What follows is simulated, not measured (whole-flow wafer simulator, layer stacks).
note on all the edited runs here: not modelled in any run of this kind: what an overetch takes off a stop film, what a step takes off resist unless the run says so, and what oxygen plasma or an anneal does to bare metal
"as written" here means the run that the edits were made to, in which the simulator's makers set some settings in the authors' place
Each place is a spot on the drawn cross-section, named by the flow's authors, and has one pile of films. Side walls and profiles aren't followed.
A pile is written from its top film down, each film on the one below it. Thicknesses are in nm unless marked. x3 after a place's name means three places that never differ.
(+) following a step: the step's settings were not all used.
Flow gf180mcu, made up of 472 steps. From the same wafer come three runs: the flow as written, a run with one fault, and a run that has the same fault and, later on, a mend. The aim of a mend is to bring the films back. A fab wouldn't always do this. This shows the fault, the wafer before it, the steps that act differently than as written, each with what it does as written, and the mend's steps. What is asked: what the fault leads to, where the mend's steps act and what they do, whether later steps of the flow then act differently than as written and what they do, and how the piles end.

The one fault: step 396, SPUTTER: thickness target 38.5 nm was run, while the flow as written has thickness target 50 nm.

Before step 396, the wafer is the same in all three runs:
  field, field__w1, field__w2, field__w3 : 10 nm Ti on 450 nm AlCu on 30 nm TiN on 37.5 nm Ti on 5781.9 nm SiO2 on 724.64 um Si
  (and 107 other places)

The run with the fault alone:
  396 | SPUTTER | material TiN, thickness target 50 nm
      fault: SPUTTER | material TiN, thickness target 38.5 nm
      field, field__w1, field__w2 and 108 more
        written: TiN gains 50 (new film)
        fault: TiN gains 38.5 (new film)
  Steps later in the flow that act otherwise than as written (1 other step is not shown; it differs only slightly, by no more than 2% or 0.5 nm, whichever is larger):
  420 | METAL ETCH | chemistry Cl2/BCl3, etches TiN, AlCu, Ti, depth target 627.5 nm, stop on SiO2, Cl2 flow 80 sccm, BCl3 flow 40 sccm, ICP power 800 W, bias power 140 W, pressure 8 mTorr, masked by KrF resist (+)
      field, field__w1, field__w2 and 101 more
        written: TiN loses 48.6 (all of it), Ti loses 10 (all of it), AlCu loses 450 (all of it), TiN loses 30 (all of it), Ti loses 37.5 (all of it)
        fault: TiN loses 37.1 (all of it), Ti loses 10 (all of it), AlCu loses 450 (all of it), TiN loses 30 (all of it), Ti loses 37.5 (all of it)
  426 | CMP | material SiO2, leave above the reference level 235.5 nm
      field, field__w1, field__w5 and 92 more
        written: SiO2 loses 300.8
        fault: SiO2 loses 312.3
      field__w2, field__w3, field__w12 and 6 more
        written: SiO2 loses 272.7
        fault: SiO2 loses 284.7
  At field__w4, field__w8, contact, m1, m1__w1, mim, mim_1p0, m1_nw, the piles at the end differ from the flow's by more than 2% or 0.5 nm, whichever is larger.
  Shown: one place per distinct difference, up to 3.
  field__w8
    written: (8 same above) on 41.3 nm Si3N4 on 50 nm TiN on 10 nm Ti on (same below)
    fault: (8 same above) on 41.3 nm Si3N4 on 38.5 nm TiN on 10 nm Ti on (same below)
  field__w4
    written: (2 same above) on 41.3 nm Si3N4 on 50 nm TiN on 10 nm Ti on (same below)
    fault: (2 same above) on 41.3 nm Si3N4 on 38.5 nm TiN on 10 nm Ti on (same below)
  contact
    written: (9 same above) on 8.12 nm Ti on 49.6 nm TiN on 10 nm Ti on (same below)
    fault: (9 same above) on 8.12 nm Ti on 38.1 nm TiN on 10 nm Ti on (same below)

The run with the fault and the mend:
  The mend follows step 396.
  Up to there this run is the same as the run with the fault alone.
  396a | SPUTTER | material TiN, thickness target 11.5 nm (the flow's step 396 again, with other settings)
      field, field__w1, field__w2 and 108 more
        TiN gains 11.5
  Later steps of the flow that are run all act as written at every place that is followed.
  The piles end the same as the flow's at every place that both follow.
